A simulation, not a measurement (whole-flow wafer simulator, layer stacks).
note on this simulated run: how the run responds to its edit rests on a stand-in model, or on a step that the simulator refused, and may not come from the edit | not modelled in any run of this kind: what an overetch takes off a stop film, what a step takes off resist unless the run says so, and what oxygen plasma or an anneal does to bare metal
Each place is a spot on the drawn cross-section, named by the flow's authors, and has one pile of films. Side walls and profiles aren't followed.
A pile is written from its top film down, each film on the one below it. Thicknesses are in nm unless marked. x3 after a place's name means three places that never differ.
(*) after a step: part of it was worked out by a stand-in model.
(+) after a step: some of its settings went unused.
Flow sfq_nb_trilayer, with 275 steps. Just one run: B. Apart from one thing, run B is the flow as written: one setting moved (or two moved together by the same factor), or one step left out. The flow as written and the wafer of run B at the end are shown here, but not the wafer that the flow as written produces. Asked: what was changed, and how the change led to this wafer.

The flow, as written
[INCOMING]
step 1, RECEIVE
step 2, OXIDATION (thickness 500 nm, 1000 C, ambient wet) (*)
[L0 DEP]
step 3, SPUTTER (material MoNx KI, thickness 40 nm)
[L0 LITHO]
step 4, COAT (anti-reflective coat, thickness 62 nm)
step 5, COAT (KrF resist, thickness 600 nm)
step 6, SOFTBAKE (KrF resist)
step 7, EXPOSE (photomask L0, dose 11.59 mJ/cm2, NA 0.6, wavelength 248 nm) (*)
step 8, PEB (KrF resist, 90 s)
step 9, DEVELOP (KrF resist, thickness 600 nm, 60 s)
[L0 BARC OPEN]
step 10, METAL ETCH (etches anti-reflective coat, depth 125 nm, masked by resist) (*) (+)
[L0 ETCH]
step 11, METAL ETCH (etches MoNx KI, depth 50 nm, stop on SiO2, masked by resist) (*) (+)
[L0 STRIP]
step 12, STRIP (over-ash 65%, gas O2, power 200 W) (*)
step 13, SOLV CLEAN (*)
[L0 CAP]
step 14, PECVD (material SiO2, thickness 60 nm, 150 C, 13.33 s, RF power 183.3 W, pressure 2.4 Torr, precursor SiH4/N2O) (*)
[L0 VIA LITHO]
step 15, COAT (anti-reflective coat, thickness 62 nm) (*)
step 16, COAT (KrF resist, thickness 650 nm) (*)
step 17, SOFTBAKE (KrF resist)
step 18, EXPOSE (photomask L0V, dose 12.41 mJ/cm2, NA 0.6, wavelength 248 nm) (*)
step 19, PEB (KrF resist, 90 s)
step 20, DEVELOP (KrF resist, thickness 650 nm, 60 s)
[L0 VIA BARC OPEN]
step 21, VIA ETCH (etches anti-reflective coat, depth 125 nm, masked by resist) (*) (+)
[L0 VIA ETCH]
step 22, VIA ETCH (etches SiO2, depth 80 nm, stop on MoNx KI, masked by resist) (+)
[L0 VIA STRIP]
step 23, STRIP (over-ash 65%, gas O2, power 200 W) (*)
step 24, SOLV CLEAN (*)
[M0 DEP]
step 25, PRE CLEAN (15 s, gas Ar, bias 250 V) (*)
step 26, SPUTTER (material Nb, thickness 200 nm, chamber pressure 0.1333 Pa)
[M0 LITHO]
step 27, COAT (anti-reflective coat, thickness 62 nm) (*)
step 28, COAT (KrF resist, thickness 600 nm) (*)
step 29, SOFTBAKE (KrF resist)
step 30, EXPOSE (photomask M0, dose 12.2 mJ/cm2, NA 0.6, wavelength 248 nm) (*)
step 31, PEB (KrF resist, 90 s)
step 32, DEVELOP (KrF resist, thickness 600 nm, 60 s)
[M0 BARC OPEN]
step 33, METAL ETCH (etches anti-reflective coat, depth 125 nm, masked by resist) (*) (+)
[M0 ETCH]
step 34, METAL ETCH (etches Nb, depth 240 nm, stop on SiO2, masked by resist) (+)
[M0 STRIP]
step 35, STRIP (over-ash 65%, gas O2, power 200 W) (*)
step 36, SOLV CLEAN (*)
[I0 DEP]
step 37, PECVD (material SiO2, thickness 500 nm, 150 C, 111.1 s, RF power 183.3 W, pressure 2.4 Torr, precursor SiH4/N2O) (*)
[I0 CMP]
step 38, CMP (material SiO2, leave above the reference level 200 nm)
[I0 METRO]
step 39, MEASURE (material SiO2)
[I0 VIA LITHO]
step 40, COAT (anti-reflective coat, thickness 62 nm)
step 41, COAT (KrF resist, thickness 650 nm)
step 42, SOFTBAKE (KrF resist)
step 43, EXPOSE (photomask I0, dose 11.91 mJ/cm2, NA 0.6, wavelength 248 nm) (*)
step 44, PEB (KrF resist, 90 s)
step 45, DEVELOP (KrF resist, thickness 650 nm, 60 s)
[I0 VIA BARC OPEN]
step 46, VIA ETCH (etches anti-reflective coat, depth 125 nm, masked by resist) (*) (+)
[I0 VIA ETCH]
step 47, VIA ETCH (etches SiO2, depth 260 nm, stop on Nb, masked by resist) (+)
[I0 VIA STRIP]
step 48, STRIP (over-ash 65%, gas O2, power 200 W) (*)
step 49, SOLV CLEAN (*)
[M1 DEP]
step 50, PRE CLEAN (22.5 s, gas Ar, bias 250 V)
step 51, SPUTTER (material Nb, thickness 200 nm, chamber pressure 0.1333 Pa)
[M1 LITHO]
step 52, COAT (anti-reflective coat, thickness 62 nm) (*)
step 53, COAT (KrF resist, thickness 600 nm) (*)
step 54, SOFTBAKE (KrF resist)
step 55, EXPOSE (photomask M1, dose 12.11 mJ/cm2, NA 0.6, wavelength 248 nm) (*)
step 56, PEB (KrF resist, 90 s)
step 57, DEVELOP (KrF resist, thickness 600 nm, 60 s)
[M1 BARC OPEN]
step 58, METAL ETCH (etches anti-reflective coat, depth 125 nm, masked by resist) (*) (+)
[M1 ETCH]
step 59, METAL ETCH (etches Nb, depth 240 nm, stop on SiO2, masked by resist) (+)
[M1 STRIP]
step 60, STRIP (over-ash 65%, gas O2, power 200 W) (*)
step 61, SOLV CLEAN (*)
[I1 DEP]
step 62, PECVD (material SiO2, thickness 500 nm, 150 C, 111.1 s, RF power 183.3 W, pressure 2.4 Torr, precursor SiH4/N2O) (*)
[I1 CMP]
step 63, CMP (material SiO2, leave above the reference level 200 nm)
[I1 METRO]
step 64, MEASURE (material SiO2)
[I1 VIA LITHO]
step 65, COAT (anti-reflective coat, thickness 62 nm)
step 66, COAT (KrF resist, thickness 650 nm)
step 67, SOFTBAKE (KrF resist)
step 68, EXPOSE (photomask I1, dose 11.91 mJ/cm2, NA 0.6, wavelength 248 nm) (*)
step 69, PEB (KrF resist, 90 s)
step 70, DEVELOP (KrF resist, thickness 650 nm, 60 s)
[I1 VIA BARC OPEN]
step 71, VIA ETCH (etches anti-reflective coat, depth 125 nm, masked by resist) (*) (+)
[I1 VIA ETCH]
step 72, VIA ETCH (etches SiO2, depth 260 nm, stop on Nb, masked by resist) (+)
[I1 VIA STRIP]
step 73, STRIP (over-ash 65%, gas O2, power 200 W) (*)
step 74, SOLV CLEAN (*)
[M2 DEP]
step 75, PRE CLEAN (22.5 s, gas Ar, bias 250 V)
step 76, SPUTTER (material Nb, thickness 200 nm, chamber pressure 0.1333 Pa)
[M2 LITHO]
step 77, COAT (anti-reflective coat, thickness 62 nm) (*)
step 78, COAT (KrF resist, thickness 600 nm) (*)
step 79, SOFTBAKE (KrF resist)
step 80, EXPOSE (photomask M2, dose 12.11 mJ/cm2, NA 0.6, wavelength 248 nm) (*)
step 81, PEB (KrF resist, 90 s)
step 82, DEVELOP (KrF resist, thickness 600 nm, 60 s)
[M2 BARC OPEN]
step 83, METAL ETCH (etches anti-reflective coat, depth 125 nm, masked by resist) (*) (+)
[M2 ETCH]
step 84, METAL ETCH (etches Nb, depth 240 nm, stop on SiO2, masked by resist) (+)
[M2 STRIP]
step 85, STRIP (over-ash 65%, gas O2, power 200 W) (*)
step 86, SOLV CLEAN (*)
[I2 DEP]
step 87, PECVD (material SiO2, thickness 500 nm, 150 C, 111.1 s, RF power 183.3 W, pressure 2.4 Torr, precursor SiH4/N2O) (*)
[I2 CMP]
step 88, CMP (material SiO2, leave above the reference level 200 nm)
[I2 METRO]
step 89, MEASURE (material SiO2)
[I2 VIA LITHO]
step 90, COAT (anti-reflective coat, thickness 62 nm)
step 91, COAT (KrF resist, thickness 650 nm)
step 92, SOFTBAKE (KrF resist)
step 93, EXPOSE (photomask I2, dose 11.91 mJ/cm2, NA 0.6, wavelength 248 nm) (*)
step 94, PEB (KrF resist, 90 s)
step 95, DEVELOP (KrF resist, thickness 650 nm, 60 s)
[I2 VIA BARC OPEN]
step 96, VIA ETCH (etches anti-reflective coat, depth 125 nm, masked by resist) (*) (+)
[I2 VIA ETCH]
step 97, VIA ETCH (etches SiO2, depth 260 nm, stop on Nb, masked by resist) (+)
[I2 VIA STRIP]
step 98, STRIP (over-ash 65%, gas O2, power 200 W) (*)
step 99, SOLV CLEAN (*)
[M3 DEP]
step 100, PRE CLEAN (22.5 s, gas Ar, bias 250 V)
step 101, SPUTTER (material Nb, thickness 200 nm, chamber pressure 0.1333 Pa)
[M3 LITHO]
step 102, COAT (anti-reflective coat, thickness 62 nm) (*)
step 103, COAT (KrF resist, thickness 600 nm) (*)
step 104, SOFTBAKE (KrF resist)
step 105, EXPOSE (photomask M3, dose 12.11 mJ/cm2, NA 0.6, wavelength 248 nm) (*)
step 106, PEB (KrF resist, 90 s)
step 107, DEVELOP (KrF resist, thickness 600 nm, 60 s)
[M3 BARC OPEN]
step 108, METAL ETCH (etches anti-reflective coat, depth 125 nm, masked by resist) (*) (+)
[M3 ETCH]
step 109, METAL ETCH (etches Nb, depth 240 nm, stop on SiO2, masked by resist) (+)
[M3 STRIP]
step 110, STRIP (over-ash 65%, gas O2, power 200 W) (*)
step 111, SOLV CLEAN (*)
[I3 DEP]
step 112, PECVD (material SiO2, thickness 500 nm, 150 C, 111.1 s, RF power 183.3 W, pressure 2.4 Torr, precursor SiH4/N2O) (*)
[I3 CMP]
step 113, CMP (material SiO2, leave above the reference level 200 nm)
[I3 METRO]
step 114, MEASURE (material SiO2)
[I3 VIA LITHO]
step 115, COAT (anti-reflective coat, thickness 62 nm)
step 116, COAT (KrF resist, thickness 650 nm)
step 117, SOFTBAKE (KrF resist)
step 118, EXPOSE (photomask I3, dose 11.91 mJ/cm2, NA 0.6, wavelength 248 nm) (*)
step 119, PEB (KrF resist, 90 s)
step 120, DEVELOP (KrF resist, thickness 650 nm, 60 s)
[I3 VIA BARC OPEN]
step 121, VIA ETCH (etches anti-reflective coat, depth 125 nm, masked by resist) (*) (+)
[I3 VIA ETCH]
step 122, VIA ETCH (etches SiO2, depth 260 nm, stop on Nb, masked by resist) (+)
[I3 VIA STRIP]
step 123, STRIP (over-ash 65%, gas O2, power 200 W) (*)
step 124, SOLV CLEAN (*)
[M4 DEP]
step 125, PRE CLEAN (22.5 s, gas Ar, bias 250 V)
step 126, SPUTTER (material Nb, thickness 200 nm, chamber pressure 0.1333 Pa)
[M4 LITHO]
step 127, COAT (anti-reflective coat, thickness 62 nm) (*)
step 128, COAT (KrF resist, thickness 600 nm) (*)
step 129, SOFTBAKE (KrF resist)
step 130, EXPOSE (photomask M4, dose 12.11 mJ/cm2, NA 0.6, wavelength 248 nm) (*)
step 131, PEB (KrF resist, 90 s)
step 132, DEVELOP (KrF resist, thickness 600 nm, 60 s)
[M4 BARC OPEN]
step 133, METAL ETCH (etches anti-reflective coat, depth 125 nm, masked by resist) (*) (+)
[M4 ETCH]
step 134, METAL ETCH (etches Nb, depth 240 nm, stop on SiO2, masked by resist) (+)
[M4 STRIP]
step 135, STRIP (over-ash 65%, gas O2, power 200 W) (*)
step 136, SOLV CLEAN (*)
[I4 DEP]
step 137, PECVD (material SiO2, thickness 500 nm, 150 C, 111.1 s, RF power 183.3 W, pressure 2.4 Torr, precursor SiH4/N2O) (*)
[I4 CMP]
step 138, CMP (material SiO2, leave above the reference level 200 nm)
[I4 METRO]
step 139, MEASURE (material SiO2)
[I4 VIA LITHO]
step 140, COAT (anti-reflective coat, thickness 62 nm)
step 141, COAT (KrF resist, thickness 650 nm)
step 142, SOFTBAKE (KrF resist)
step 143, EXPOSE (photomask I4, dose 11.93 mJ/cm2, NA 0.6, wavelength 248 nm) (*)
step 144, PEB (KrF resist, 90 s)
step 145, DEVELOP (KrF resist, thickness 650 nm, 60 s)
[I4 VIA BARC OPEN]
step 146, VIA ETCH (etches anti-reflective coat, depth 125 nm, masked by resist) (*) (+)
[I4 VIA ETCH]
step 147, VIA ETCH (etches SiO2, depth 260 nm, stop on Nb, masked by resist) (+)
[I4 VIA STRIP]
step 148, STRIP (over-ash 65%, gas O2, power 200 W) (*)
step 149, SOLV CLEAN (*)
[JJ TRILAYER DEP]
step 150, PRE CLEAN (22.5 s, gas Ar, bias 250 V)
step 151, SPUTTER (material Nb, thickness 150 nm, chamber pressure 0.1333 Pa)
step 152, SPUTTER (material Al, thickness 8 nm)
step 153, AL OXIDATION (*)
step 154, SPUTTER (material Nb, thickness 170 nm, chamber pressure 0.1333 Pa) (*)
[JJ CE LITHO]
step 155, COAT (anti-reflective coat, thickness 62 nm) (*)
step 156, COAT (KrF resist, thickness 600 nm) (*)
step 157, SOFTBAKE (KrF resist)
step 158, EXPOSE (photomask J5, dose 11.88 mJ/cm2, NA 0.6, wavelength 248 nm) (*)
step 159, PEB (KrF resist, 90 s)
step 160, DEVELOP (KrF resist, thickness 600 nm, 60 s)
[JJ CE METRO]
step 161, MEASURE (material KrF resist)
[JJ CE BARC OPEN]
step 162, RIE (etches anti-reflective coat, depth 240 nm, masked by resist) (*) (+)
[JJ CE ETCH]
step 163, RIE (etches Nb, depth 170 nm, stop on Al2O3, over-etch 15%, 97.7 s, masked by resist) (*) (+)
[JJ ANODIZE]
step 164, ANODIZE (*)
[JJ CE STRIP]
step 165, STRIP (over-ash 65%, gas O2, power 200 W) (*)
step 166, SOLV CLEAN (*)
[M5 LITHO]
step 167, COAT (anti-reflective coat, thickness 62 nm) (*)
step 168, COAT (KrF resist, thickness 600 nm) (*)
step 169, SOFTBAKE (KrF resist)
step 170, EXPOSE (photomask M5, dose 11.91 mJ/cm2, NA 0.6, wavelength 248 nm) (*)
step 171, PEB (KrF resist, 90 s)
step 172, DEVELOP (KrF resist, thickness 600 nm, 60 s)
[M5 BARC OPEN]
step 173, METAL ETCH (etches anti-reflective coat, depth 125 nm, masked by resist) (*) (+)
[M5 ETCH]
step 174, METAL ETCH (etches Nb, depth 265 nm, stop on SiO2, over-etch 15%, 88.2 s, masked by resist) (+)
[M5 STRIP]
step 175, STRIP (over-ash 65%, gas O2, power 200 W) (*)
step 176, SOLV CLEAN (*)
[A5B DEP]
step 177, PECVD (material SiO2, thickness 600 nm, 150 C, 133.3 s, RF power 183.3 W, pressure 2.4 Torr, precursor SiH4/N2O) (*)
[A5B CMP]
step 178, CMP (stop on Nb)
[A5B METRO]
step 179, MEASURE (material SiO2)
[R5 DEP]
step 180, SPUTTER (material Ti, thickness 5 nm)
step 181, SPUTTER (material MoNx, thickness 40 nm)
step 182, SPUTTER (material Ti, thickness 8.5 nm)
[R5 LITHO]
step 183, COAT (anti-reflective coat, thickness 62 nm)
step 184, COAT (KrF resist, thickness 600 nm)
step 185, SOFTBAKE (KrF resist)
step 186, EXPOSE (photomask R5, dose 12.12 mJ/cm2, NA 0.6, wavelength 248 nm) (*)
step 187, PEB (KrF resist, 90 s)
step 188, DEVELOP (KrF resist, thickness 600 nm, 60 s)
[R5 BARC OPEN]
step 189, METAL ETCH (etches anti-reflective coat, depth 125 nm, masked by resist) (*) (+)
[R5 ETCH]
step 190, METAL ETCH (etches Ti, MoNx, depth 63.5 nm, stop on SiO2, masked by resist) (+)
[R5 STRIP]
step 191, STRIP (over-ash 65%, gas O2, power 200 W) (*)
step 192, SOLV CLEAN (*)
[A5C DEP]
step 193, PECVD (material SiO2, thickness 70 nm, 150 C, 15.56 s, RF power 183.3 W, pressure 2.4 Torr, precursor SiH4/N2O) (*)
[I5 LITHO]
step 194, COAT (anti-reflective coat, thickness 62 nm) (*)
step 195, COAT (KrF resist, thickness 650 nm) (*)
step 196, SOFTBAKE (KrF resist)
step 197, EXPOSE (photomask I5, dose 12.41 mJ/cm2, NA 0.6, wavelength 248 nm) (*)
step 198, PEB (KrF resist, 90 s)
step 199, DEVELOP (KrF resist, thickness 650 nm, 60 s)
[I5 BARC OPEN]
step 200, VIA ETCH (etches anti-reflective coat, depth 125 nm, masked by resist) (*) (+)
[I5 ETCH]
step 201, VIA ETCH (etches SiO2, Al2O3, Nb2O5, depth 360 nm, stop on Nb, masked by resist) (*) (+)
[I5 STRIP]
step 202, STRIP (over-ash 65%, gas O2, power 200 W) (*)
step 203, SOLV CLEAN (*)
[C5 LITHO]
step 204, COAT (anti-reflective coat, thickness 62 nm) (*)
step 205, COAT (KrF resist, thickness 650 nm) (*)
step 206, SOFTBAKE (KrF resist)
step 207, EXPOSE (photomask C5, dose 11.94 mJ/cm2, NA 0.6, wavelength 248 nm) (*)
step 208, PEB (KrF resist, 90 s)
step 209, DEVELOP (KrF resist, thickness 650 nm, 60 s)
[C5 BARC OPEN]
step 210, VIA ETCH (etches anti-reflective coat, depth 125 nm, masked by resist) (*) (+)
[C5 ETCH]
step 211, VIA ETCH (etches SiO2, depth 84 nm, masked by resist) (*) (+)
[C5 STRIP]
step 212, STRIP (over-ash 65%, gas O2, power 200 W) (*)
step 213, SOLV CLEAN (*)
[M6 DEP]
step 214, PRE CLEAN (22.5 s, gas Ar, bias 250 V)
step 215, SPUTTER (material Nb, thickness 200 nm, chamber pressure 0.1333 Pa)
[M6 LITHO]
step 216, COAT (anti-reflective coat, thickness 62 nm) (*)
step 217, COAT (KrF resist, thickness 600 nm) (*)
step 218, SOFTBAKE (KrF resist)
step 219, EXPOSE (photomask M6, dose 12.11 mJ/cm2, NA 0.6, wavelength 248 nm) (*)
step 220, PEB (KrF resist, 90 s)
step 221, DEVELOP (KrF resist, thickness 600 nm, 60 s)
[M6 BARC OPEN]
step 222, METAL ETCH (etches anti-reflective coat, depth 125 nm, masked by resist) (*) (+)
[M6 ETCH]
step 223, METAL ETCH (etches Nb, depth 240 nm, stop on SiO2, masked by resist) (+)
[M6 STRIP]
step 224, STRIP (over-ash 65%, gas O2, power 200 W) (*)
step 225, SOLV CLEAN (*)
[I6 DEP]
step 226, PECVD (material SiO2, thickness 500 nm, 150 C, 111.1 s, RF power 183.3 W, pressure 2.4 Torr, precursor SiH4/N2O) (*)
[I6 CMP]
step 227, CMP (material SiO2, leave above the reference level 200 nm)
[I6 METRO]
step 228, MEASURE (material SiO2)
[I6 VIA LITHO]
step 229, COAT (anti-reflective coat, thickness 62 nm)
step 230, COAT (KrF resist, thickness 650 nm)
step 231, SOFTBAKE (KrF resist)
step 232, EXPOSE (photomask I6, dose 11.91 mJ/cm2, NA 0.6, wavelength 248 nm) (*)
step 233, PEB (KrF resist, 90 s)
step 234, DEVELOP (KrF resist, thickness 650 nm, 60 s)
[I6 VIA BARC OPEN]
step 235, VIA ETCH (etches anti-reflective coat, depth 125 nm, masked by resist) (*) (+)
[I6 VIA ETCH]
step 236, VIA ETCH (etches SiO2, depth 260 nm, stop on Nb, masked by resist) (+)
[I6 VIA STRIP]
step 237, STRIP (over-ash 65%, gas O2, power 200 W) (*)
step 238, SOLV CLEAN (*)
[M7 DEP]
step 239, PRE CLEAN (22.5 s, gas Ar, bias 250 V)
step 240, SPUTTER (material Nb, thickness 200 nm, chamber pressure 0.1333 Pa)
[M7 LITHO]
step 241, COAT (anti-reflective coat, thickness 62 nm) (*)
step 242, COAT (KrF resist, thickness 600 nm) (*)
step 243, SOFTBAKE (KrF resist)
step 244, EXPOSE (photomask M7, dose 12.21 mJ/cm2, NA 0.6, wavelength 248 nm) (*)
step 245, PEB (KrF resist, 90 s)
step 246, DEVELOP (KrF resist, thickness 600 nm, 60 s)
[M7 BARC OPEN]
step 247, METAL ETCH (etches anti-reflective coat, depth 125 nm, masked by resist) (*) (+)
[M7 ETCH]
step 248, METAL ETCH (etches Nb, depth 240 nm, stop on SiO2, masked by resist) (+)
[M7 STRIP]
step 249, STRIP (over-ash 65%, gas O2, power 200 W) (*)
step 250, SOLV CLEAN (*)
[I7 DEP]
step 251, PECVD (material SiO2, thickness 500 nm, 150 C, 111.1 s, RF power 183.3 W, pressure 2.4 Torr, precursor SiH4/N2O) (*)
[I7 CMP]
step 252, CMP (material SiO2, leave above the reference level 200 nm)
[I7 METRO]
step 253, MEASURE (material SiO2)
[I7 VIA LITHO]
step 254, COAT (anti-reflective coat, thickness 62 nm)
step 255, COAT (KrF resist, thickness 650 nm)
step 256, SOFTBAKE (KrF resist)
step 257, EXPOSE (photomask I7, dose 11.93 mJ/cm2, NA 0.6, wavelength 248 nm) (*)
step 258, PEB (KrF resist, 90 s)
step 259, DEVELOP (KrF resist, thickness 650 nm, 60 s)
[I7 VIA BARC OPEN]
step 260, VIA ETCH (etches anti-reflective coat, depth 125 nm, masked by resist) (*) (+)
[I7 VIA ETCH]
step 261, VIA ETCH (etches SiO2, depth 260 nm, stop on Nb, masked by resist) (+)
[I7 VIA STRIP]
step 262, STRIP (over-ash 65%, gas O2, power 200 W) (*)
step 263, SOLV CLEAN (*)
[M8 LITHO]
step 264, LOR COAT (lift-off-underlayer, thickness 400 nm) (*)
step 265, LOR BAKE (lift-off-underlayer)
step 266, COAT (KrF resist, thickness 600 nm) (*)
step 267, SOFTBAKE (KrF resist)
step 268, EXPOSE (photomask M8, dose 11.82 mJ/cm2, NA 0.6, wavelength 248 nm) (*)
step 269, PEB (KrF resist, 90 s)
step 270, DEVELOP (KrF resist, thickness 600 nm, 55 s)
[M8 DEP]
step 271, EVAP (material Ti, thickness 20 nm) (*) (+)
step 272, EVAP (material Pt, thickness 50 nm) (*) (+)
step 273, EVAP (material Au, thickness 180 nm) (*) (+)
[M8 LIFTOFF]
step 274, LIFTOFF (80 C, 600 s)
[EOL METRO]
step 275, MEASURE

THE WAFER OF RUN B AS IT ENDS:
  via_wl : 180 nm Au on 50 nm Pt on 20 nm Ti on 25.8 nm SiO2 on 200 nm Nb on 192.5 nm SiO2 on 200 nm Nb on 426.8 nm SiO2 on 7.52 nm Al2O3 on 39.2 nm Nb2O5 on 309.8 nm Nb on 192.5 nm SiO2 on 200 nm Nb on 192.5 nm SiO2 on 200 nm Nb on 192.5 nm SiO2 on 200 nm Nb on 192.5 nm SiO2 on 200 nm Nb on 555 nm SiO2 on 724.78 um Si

Cause: step 261, VIA ETCH: depth 174 nm was run, whereas the flow has depth 260 nm.

Step by step, how the change led to this:
  step 261, VIA ETCH (etches SiO2, depth 260 nm, stop on Nb, masked by resist) (+)
      via_wl, via_w, via_wr: SiO2 loses 174 (it would be, as written: SiO2 loses 199.8 (all of it))
      field_l, v_sur, via_sp and 100 more: KrF resist loses 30 (it would be, as written: KrF resist loses 44.8)
  step 262, STRIP (over-ash 65%, gas O2, power 200 W) (*)
      field_l, v_sur, via_sp and 100 more: KrF resist loses 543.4 (all of it), anti-reflective coat loses 62 (all of it) (it would be, as written: KrF resist loses 528.6 (all of it), anti-reflective coat loses 62 (all of it))
  step 264, LOR COAT (lift-off-underlayer, thickness 400 nm) (*)
      via_wl, via_wr: lift-off-underlayer gains 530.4 (new film) (it would be, as written: lift-off-underlayer gains 549.8 (new film))
      via_w: lift-off-underlayer gains 518.8 (new film) (it would be, as written: lift-off-underlayer gains 536.4 (new film))
  step 270, DEVELOP (KrF resist, thickness 600 nm, 55 s)
      via_wl: KrF resist loses 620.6 (all of it), lift-off-underlayer loses 530.4 (all of it) (it would be, as written: KrF resist loses 623.9 (all of it), lift-off-underlayer loses 549.8 (all of it))
      via_w: KrF resist loses 630.7 (all of it), lift-off-underlayer loses 518.8 (all of it) (it would be, as written: KrF resist loses 635.4 (all of it), lift-off-underlayer loses 536.4 (all of it))
      (as well as at 1 more place)
With metal films that touch counted as one body, via_wl has 8 bodies (between them, from the top down: SiO2 25.8; SiO2 192.5; SiO2 426.8 / Al2O3 7.52 / Nb2O5 39.2; SiO2 192.5; SiO2 192.5; SiO2 192.5; SiO2 192.5); the flow as written gives 7 bodies (between them, from the top down: SiO2 192.5; SiO2 426.8 / Al2O3 7.52 / Nb2O5 39.2; SiO2 192.5; SiO2 192.5; SiO2 192.5; SiO2 192.5).
